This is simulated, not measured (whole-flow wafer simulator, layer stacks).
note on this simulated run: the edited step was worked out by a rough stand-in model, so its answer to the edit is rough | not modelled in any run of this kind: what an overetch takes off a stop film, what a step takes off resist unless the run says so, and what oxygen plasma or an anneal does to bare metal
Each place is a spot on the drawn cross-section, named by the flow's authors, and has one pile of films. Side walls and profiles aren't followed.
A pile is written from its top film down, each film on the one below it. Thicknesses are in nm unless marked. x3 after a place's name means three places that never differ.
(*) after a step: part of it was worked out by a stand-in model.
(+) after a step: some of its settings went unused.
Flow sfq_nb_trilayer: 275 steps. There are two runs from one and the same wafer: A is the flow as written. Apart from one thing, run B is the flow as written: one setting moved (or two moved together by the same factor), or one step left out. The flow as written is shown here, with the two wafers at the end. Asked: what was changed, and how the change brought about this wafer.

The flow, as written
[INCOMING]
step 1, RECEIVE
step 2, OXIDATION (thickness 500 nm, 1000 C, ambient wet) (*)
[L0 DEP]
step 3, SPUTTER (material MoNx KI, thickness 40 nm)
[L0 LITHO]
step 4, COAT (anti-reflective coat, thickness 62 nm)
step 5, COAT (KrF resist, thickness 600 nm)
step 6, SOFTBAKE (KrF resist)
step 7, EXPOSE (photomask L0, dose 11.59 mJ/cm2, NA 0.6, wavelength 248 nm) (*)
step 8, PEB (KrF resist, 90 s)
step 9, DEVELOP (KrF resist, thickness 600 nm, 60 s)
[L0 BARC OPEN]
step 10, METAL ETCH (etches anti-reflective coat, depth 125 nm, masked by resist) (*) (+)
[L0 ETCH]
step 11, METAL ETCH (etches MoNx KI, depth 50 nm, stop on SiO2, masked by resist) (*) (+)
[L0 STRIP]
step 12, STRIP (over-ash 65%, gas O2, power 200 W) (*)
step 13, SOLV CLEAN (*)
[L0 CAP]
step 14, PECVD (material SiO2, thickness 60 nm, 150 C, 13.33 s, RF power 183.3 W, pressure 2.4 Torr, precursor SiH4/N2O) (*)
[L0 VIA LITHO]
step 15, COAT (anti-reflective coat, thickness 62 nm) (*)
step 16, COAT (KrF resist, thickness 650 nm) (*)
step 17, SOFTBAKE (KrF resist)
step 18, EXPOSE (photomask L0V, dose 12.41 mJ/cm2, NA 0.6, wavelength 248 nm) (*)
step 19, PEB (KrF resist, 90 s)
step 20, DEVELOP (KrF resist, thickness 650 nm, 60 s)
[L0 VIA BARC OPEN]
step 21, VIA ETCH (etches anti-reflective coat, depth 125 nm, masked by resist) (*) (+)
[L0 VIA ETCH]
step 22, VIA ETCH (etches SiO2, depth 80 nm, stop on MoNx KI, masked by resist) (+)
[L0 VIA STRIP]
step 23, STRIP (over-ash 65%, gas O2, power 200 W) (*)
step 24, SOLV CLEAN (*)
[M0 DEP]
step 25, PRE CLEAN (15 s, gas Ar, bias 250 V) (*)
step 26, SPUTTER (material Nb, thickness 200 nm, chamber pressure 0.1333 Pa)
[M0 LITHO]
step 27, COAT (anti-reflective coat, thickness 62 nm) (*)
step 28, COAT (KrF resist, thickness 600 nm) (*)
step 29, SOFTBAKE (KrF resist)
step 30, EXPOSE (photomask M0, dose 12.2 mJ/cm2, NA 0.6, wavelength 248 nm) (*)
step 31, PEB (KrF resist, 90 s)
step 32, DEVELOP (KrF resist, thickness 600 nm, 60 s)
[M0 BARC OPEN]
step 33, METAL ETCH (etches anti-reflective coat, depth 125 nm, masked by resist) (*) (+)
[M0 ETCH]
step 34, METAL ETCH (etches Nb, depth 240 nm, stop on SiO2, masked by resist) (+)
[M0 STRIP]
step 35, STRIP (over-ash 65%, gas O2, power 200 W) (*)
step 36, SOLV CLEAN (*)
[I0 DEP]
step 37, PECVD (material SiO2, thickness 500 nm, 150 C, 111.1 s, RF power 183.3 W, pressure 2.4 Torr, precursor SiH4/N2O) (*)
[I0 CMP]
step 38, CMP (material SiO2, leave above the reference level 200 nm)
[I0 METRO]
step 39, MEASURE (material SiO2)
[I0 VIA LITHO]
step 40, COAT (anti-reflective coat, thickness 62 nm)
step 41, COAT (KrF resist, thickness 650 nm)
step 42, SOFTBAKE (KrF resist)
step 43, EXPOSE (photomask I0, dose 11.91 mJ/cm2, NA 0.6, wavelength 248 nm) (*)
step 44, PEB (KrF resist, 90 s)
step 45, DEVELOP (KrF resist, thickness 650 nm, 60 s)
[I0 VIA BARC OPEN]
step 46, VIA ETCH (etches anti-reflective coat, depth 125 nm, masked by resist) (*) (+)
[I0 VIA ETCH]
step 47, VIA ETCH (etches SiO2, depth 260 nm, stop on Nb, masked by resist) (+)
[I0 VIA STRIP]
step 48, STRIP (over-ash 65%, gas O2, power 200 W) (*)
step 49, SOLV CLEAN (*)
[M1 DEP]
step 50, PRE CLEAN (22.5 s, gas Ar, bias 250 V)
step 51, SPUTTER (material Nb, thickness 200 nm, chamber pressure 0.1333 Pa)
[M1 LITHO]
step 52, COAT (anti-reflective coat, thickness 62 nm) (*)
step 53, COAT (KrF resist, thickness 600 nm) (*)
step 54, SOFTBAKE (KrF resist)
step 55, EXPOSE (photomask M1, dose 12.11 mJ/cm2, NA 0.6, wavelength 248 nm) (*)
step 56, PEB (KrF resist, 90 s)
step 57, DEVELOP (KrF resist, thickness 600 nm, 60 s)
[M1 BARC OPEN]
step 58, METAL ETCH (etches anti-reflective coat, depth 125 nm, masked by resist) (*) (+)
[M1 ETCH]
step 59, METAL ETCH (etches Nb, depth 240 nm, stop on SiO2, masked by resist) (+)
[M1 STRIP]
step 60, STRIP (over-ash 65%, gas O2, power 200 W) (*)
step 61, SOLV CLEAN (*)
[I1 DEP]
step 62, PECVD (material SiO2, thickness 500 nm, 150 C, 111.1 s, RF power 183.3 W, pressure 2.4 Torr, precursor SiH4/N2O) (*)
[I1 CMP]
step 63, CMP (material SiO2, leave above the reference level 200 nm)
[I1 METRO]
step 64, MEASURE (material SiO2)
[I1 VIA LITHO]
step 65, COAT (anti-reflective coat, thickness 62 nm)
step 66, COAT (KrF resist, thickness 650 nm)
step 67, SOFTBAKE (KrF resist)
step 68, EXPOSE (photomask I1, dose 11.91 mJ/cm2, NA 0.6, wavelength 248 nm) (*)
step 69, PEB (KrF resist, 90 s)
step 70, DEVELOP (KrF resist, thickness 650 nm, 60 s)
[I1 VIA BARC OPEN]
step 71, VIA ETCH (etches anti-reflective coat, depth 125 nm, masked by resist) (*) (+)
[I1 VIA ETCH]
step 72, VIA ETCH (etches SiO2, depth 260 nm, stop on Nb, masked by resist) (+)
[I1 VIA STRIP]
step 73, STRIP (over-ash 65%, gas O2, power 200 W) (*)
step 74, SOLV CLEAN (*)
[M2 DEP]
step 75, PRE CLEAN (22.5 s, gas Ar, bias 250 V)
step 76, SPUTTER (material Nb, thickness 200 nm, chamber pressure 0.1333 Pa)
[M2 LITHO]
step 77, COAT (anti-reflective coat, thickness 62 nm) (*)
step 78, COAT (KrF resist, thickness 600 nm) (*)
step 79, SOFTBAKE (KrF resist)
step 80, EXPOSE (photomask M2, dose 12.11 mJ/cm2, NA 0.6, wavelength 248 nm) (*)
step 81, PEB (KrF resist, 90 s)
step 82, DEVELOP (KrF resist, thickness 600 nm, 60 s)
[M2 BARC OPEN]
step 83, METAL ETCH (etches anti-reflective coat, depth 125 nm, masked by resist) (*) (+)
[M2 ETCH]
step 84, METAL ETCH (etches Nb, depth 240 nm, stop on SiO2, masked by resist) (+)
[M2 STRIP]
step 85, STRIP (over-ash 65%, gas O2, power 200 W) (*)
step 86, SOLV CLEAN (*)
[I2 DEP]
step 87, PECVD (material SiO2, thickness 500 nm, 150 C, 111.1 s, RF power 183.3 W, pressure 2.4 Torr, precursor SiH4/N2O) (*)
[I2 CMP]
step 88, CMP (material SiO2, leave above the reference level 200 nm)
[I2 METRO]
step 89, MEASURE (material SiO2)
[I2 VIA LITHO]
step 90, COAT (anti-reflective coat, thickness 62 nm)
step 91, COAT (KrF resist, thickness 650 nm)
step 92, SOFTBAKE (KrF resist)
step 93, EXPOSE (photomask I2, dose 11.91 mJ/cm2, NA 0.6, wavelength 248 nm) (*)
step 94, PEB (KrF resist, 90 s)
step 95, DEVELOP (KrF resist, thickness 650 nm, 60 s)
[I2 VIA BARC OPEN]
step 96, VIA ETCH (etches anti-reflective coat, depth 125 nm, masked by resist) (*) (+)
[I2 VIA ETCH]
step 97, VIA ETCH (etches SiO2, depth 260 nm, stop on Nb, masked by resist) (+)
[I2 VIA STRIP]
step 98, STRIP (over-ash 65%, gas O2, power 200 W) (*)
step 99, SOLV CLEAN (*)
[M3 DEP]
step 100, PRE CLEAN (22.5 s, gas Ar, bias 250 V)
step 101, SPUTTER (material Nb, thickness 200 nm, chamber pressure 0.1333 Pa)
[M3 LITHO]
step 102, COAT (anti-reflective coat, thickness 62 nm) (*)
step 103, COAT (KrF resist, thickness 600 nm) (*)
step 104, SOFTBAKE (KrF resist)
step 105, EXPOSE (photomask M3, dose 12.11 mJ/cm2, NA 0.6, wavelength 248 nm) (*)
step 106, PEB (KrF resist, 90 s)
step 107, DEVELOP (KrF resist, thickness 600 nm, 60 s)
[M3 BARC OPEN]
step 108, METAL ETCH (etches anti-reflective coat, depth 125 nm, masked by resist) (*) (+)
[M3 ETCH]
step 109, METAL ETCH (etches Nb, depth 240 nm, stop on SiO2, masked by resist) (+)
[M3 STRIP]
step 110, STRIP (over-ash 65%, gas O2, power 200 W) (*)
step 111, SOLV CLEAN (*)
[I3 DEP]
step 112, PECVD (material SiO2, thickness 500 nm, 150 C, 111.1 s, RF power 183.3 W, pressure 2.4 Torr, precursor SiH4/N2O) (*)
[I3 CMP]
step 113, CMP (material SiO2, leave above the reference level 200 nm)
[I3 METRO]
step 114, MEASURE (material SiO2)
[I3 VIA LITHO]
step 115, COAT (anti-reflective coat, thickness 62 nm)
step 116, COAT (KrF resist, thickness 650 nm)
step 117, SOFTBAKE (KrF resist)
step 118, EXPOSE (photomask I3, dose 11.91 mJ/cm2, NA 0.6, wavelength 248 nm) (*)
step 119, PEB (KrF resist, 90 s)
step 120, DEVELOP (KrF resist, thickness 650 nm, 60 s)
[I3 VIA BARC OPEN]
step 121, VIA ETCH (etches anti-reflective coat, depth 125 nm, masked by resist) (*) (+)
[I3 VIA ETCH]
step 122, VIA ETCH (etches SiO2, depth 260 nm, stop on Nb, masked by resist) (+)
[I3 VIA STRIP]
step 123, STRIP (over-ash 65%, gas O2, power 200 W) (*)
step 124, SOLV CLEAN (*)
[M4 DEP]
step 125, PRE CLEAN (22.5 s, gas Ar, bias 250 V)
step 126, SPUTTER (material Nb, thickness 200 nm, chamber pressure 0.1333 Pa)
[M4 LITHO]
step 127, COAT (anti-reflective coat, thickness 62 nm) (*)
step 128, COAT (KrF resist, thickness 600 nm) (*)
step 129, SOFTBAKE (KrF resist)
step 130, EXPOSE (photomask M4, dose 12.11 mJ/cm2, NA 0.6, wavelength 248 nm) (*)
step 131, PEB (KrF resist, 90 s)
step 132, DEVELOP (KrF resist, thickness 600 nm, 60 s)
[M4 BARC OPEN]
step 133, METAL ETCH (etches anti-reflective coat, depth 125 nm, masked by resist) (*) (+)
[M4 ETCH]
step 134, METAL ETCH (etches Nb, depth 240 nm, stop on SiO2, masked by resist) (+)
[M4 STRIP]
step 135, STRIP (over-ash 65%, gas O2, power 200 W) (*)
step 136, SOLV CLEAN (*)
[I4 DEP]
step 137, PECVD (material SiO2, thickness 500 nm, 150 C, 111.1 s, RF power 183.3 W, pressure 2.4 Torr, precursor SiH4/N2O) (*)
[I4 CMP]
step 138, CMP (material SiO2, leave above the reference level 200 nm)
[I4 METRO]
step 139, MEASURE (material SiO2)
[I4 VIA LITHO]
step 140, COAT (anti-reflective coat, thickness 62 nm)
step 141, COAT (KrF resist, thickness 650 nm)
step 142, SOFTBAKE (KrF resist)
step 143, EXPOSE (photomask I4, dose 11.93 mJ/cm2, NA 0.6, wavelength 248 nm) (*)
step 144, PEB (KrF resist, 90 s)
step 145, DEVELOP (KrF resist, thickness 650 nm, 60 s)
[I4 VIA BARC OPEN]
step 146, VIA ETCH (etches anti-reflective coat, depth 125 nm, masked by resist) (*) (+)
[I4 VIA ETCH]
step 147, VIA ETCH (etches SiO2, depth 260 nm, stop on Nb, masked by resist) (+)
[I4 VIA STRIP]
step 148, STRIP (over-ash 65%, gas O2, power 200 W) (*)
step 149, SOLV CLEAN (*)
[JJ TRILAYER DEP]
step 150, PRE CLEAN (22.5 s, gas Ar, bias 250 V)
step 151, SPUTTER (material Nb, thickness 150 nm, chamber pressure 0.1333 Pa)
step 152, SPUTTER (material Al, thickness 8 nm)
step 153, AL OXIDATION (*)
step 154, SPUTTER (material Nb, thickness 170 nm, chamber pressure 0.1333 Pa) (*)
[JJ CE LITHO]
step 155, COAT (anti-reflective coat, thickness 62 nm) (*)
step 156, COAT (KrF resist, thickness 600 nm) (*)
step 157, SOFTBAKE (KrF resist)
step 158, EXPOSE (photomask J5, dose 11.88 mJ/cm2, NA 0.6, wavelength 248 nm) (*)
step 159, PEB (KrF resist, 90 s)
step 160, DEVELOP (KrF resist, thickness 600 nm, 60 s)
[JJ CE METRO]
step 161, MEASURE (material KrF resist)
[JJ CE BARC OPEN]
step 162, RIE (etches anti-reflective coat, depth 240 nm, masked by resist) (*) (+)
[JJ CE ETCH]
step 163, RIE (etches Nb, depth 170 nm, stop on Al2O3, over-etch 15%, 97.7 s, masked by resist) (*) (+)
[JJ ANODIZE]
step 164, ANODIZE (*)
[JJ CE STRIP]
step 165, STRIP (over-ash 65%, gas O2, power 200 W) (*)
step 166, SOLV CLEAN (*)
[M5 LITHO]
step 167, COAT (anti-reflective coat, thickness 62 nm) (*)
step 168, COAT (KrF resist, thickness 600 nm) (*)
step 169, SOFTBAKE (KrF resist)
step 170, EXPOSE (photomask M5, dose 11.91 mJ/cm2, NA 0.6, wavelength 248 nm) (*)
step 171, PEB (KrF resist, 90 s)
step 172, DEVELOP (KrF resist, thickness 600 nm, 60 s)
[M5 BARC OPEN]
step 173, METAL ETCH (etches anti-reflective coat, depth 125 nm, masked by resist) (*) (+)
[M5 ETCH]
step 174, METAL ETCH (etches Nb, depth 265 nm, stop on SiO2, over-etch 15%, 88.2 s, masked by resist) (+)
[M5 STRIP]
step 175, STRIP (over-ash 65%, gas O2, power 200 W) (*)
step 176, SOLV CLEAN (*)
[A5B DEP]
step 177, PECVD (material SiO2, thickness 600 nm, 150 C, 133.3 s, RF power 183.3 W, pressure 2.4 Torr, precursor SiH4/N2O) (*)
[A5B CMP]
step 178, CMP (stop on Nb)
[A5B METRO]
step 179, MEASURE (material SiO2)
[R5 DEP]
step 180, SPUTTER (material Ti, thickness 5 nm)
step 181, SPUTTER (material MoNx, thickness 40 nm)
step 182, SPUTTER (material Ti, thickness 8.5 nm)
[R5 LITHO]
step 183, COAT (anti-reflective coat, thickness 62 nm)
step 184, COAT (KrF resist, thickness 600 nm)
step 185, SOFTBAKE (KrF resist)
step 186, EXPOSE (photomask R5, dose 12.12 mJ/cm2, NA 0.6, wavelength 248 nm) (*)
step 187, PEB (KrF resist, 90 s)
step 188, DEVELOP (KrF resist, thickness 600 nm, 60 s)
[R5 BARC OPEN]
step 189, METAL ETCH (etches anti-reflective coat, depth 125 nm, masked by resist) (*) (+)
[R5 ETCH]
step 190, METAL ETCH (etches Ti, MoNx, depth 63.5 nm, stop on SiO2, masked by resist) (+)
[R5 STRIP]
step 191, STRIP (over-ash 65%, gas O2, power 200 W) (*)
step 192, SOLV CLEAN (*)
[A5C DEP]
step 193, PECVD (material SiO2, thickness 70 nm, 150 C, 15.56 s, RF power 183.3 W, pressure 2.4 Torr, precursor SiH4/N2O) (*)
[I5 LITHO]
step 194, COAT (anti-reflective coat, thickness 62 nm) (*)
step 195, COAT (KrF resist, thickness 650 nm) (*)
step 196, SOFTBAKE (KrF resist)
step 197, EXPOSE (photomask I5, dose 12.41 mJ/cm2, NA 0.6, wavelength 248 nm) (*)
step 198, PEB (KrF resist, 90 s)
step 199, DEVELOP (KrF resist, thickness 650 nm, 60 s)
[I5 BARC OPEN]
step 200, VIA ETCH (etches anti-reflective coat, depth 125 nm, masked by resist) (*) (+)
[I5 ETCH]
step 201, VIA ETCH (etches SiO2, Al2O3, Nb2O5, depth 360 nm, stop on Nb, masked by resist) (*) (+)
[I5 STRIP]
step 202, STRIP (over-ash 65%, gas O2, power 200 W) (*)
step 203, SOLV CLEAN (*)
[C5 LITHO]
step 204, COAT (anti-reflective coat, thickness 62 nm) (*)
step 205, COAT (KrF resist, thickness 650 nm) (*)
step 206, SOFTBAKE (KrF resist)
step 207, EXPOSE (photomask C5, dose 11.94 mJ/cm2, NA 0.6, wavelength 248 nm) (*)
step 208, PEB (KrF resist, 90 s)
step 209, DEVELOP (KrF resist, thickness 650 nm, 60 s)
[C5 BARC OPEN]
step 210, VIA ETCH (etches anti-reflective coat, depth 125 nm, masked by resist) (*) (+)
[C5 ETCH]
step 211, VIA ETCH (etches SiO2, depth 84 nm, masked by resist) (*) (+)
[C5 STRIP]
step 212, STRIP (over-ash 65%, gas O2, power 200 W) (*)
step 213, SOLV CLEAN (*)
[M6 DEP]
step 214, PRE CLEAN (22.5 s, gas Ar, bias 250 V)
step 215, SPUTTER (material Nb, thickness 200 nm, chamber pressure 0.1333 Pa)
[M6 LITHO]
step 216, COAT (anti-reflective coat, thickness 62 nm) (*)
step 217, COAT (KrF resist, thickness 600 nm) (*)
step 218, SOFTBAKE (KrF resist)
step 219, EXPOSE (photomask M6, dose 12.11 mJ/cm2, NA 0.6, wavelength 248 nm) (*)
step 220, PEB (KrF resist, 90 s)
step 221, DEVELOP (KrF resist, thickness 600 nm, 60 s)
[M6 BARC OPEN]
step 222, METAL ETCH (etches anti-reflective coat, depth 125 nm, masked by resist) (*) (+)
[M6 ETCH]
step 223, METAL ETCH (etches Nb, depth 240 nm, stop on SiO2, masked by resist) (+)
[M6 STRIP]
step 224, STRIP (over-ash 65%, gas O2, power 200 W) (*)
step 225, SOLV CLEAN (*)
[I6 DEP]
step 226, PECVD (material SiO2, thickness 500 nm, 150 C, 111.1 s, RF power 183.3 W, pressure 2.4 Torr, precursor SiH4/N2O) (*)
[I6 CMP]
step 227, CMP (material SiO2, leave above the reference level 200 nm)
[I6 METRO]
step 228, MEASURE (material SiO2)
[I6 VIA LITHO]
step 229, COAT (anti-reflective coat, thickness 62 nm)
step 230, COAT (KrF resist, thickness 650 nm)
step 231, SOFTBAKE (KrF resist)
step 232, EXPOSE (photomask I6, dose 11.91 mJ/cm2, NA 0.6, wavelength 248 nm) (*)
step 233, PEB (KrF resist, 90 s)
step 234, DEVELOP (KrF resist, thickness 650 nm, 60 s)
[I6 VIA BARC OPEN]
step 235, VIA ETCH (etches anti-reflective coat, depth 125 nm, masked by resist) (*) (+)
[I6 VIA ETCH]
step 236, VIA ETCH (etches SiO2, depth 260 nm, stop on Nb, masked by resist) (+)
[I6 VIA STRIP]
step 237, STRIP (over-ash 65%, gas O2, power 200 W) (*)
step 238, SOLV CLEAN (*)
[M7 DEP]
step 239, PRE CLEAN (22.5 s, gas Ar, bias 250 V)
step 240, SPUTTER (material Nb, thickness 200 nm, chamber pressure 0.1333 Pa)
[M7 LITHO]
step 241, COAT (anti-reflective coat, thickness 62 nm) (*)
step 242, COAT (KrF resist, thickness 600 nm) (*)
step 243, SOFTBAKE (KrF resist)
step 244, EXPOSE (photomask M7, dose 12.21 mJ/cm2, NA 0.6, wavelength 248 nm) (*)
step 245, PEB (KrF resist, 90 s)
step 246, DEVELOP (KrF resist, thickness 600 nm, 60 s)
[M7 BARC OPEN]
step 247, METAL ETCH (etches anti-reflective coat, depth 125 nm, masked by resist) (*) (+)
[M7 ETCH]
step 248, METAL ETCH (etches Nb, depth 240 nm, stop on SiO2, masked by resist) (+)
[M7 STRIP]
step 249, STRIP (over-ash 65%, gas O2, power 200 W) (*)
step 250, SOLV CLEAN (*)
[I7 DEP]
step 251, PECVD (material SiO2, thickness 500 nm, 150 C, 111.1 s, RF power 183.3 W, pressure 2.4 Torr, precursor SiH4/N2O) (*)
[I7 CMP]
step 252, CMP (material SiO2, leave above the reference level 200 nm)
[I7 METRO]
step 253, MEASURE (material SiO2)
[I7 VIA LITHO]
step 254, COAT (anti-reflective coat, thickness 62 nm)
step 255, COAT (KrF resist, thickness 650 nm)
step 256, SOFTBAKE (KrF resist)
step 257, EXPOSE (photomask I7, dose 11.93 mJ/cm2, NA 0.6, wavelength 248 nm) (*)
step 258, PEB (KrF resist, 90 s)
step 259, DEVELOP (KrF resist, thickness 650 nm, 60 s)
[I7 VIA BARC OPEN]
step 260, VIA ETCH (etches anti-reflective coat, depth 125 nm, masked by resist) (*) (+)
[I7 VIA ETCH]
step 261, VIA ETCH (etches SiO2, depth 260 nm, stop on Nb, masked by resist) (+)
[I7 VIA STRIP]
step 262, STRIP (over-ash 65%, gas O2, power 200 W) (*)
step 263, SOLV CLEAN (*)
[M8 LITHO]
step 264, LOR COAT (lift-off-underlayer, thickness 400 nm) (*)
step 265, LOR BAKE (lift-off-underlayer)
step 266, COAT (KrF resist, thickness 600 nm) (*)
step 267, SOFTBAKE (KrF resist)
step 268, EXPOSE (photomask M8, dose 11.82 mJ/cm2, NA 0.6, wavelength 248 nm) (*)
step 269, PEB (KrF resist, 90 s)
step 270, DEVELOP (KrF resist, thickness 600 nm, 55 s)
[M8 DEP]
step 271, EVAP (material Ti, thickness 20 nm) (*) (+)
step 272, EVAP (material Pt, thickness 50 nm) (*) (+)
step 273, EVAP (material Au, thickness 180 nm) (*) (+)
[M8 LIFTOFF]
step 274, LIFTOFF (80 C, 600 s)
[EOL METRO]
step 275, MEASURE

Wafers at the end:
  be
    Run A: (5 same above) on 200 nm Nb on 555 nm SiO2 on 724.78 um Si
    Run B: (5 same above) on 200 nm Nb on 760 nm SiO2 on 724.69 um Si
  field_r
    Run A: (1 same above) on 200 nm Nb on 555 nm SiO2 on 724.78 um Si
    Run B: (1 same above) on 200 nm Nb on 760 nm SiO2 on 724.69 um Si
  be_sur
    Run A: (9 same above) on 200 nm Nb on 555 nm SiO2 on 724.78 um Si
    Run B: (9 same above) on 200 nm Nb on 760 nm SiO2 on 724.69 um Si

Cause: step 2, OXIDATION: thickness 705 nm was run, while the flow as written has thickness 500 nm.

How this came from the change, step by step:
  step 2, OXIDATION (thickness 500 nm, 1000 C, ambient wet) (*)
      field_l, v_sur, via_wl and 103 more: A SiO2 gains 500 (new film), chemical SiO2 loses 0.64 (all of it), Si loses 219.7 | B SiO2 gains 705 (new film), chemical SiO2 loses 0.64 (all of it), Si loses 309.9
